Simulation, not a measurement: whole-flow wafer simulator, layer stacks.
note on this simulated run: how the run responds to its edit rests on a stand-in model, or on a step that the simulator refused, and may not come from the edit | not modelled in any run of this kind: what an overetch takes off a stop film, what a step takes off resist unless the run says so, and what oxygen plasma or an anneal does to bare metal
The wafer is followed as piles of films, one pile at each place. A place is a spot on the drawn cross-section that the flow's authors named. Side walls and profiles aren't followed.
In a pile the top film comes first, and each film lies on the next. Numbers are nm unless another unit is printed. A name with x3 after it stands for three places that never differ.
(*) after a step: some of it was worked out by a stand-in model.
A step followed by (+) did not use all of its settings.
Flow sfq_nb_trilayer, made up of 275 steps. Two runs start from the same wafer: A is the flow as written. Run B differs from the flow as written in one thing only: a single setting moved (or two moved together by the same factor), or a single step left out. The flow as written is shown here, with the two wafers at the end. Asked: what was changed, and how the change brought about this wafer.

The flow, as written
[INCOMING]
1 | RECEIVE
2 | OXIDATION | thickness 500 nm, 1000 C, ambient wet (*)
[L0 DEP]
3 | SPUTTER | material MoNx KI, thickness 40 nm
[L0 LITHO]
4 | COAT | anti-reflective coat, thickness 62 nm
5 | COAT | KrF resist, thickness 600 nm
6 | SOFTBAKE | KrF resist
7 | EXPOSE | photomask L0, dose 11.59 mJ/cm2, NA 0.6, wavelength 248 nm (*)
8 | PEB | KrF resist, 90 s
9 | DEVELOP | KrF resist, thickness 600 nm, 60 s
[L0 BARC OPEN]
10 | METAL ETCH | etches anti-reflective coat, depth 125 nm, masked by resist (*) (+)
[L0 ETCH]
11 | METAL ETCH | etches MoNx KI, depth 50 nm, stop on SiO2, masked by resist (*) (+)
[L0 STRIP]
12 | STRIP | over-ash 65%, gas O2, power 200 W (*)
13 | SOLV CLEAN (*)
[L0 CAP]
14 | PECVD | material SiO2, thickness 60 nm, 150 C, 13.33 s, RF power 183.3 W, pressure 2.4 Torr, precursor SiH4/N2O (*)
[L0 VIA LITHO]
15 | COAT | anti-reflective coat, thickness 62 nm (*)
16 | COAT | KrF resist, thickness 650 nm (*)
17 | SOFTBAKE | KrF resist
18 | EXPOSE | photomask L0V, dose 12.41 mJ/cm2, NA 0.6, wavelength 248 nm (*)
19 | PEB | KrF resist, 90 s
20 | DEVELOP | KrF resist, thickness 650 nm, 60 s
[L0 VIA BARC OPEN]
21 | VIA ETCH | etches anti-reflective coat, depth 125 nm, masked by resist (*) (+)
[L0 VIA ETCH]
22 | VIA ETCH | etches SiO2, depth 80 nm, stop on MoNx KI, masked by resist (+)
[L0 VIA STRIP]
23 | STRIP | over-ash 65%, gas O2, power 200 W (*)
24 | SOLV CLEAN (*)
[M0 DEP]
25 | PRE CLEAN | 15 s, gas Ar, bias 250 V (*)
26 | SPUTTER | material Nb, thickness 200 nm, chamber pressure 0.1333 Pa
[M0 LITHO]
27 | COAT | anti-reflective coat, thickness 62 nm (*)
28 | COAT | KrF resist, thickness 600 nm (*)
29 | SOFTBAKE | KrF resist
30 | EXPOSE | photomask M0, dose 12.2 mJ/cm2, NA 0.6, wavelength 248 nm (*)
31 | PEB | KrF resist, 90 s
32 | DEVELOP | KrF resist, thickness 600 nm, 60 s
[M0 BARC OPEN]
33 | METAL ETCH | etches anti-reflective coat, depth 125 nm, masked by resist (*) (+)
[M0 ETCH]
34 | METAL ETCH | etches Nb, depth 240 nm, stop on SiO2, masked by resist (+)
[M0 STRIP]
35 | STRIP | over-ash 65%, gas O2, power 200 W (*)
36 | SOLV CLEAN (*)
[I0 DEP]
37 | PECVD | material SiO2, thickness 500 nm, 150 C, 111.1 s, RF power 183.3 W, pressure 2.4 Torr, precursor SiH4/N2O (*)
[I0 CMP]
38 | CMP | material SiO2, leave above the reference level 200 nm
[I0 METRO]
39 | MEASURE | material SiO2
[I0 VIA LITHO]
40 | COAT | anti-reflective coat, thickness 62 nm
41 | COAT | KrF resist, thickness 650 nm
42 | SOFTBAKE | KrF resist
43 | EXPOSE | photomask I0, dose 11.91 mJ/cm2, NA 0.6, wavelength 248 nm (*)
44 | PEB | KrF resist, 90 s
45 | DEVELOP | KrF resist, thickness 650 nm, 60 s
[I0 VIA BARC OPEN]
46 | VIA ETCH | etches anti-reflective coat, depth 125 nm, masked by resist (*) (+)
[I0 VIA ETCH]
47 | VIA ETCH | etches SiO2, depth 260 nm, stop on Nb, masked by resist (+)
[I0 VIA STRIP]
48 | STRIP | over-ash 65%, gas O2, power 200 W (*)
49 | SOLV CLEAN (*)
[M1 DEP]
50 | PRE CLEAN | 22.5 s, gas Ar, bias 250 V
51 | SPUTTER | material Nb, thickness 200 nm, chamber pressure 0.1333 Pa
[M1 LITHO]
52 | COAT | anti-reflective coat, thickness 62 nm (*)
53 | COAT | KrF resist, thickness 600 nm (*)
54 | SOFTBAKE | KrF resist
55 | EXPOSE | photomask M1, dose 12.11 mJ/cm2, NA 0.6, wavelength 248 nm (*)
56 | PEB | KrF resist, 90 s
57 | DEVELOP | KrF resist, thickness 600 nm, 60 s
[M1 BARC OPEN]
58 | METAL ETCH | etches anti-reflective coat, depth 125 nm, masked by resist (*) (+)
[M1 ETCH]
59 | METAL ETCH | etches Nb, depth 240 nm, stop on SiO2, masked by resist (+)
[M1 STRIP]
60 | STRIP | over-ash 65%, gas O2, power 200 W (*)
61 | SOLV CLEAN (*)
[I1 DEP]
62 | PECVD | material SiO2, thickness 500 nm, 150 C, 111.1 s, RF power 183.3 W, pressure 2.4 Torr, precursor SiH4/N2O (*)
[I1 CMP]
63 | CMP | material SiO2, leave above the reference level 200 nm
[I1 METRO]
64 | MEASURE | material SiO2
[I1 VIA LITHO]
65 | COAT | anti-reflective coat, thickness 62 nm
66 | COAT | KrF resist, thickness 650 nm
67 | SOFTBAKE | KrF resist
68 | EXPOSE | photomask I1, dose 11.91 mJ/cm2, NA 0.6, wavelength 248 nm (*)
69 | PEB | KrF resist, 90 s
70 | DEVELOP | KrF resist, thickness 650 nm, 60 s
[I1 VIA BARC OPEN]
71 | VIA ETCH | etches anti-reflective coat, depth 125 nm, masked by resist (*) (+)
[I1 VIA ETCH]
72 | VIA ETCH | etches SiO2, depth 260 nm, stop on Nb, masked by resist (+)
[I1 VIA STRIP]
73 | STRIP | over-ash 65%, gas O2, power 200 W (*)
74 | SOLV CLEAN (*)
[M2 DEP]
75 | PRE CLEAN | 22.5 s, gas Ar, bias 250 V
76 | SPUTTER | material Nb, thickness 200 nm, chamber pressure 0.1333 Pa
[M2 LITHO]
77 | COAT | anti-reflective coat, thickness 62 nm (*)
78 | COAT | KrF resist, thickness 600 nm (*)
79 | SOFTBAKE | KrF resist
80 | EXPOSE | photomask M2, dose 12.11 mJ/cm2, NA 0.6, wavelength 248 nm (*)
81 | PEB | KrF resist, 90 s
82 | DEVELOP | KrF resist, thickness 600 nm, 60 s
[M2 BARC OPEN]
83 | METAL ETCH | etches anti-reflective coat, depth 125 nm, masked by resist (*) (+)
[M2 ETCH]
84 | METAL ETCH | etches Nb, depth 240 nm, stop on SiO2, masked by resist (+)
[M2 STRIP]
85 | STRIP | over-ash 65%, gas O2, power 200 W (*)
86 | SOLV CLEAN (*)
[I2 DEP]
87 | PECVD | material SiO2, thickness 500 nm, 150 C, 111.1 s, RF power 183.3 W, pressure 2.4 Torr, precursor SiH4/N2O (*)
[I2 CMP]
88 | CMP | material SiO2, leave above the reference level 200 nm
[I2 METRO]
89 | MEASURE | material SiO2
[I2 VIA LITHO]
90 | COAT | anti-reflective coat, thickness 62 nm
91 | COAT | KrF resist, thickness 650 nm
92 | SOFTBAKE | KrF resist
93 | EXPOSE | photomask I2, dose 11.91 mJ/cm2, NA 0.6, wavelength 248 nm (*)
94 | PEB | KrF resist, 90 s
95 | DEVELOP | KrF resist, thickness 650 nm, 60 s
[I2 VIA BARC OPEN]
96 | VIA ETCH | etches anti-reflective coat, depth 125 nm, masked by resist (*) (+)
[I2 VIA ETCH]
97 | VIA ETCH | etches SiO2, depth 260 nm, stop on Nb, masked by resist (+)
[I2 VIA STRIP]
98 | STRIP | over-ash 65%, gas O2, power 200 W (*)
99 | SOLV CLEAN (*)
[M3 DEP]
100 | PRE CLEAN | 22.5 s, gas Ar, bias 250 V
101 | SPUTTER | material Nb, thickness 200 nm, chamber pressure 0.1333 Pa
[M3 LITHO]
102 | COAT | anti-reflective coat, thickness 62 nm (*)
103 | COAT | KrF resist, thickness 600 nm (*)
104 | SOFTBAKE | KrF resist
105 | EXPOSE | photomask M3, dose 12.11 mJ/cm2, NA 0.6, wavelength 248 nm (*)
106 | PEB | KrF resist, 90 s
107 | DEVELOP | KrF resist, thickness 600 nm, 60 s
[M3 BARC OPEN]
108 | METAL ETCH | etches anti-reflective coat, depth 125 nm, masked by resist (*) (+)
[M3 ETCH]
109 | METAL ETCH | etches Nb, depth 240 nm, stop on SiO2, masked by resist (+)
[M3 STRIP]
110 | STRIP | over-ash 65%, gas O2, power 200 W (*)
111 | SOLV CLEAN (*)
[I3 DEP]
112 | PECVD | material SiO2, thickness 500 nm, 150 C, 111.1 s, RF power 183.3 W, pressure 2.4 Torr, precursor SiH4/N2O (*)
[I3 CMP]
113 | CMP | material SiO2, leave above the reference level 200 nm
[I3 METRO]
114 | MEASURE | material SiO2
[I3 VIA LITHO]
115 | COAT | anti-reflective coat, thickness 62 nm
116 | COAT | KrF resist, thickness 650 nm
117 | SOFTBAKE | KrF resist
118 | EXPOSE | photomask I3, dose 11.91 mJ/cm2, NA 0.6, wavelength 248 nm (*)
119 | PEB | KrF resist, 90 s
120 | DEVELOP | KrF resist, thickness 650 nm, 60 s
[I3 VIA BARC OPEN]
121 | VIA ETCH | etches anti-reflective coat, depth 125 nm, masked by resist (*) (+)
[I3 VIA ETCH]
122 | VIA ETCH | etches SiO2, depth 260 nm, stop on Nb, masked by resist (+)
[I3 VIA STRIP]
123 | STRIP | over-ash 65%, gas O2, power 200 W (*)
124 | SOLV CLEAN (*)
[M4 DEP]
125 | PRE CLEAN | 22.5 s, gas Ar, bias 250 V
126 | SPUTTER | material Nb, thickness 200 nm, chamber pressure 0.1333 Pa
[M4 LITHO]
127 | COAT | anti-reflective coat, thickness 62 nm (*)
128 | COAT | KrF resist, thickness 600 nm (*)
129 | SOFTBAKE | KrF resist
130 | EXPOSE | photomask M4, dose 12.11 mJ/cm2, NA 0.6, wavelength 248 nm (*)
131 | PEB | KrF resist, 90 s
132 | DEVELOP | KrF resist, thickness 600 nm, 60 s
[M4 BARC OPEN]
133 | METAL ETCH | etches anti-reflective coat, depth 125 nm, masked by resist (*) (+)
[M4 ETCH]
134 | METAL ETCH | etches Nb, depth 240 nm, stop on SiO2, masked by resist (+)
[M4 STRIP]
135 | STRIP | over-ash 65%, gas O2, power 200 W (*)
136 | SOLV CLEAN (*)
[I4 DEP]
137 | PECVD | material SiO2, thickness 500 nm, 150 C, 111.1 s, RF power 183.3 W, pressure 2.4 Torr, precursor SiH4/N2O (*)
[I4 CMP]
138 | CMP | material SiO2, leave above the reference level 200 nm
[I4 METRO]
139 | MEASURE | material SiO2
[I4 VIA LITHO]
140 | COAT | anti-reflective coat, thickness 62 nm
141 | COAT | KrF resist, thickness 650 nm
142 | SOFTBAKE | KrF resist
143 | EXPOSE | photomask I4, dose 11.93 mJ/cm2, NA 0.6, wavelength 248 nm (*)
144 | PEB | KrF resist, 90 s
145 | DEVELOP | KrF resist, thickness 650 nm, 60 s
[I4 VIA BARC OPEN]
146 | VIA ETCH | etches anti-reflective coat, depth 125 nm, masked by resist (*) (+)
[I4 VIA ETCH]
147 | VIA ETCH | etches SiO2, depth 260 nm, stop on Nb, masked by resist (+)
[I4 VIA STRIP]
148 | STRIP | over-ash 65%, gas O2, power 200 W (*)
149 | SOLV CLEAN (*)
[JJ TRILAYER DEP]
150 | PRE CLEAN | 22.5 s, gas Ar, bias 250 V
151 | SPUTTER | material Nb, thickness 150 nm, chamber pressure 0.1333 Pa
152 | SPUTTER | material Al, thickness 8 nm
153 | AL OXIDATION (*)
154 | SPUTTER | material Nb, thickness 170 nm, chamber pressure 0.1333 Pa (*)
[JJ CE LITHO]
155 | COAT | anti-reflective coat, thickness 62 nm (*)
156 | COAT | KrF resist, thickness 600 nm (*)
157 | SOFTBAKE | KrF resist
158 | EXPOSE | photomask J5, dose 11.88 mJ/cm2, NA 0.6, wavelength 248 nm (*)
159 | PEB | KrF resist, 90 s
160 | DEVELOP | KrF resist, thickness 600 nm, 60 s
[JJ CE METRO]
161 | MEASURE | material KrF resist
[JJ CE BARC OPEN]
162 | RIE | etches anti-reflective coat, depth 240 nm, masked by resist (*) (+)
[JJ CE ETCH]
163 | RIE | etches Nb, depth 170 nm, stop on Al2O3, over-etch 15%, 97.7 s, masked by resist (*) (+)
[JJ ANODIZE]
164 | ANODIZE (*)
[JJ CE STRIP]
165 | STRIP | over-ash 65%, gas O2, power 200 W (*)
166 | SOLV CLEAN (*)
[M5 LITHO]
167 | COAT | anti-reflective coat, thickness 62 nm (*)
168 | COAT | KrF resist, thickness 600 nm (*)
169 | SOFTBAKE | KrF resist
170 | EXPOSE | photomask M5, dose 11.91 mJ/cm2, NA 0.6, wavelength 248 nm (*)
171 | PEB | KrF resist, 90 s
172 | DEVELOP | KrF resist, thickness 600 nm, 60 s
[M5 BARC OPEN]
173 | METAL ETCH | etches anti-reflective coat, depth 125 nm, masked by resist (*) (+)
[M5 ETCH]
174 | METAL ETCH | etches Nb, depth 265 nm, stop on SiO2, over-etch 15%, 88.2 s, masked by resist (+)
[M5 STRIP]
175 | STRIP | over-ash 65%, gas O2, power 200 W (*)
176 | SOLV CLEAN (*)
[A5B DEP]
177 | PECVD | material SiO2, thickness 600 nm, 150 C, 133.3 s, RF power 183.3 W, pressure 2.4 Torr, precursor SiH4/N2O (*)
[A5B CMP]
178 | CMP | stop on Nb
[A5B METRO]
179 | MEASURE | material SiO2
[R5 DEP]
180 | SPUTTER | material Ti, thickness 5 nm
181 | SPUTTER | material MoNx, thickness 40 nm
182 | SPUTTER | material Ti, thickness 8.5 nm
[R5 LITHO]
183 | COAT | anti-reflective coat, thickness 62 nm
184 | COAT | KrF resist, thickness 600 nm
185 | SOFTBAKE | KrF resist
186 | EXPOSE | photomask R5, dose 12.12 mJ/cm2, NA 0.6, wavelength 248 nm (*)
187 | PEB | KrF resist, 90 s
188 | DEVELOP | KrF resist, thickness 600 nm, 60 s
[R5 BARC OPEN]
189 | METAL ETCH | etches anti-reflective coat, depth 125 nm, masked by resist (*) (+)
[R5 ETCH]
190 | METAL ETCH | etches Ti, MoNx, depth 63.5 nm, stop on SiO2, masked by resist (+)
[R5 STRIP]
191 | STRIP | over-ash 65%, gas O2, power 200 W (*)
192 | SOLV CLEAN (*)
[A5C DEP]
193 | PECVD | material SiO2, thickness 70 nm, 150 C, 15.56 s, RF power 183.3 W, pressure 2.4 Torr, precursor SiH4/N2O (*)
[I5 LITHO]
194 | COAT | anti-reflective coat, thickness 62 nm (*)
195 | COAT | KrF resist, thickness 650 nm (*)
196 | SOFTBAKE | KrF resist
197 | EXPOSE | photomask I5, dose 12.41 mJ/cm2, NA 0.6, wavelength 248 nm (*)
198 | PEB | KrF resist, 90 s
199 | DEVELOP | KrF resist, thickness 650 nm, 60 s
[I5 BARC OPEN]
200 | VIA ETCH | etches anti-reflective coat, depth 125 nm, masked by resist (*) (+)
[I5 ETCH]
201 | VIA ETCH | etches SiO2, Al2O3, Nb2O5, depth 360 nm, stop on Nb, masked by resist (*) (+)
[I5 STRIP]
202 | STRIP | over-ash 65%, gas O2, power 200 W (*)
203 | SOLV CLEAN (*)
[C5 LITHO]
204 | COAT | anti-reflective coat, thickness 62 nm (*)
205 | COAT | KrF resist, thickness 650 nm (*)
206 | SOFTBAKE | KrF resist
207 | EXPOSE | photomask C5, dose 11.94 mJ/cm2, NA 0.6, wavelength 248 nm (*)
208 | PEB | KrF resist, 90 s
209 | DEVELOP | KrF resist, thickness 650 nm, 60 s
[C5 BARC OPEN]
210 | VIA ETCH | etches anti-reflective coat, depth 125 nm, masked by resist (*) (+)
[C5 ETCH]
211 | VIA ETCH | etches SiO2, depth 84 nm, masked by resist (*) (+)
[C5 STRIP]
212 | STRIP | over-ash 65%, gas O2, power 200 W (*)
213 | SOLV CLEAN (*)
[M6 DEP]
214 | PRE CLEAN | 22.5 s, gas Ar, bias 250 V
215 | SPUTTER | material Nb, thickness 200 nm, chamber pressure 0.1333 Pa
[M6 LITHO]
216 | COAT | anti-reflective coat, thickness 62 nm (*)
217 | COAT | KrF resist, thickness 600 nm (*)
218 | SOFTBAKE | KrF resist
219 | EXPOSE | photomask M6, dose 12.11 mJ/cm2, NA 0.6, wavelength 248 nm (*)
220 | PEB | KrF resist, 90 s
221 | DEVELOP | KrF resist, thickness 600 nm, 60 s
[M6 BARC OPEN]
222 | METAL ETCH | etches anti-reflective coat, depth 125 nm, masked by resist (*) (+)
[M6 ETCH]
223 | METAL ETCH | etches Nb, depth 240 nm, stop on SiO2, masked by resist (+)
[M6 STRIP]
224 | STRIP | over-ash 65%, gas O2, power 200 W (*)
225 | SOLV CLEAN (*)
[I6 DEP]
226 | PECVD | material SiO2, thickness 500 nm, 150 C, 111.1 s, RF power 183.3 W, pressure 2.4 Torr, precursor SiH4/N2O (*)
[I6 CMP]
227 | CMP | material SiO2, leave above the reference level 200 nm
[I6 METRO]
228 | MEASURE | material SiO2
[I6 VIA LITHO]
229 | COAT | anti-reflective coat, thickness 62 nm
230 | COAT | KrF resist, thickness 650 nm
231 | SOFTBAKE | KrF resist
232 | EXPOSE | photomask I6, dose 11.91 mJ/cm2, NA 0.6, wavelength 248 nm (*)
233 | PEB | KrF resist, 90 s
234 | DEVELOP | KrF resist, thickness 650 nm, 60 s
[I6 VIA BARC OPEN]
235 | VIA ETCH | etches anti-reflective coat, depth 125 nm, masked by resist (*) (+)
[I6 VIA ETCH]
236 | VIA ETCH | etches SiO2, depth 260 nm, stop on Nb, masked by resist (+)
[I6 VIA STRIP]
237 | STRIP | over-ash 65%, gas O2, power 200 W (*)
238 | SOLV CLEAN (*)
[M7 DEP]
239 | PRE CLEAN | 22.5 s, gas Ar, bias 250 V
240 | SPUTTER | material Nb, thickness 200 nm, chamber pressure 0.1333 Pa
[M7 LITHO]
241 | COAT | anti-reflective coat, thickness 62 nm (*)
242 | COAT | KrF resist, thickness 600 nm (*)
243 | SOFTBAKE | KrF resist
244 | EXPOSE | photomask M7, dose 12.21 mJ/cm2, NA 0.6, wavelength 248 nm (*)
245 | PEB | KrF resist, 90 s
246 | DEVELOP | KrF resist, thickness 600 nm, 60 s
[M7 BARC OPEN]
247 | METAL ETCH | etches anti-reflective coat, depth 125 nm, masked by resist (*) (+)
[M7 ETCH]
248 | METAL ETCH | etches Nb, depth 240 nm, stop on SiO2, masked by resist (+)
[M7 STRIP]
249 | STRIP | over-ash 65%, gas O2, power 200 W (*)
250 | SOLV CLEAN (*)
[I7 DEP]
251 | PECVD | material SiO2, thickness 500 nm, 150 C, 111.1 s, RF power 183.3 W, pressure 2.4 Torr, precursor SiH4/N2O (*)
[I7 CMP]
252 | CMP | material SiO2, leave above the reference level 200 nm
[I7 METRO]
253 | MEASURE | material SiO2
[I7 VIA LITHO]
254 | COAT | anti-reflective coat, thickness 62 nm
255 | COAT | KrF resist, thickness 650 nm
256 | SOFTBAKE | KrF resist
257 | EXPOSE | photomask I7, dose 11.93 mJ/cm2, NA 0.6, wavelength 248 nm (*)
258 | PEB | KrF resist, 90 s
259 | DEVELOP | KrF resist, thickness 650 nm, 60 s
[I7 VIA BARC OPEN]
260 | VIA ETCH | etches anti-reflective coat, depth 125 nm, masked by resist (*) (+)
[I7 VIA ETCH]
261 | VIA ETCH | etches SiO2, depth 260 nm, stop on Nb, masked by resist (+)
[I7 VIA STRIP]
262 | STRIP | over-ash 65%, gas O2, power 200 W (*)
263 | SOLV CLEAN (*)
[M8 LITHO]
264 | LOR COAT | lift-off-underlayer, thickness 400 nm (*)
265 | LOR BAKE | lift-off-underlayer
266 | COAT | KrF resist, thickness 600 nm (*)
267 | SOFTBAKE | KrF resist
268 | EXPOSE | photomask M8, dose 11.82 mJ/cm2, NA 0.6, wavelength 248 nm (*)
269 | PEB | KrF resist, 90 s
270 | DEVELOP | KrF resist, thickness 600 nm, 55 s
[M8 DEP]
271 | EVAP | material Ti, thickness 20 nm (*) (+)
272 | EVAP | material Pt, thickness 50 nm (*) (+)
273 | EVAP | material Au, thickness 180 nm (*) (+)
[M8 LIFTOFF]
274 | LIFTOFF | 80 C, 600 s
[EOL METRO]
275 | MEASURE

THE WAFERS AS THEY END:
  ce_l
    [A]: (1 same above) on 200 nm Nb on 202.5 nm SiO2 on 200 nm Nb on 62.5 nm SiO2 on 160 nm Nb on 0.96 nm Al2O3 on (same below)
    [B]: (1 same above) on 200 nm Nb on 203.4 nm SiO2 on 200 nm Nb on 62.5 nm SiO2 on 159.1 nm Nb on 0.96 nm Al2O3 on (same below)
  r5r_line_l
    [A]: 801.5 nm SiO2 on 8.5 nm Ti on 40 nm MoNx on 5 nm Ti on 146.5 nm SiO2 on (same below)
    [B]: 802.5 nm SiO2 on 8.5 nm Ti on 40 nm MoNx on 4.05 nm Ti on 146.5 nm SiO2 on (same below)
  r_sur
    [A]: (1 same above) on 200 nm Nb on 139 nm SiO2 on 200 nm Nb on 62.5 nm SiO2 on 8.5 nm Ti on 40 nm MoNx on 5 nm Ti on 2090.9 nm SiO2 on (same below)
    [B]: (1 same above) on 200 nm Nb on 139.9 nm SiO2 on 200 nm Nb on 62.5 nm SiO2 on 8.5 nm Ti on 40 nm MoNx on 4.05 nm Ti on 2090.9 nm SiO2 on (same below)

The reason: step 180, SPUTTER: thickness 4.05 nm was run, while the flow as written has thickness 5 nm.
The wafer lets one read it off: r5r_line_l has Ti 4.05, and step 180 as written asks for 5 nm.

Step by step, how the change led to this:
  180 | SPUTTER | material Ti, thickness 5 nm
      field_l, v_sur, via_wl and 103 more: A Ti gains 5 (new film) | B Ti gains 4.05 (new film)
  190 | METAL ETCH | etches Ti, MoNx, depth 63.5 nm, stop on SiO2, masked by resist (+)
      field_l, v_sur, via_wl and 92 more: A Ti loses 8.5 (all of it), MoNx loses 40 (all of it), Ti loses 5 (all of it) | B Ti loses 8.5 (all of it), MoNx loses 40 (all of it), Ti loses 4.05 (all of it)
      ce_l, c5j, ce_r, wl_jj: A Ti loses 8.5 (all of it), MoNx loses 40 (all of it), Ti loses 5 (all of it), Nb loses 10 | B Ti loses 8.5 (all of it), MoNx loses 40 (all of it), Ti loses 4.05 (all of it), Nb loses 10.9
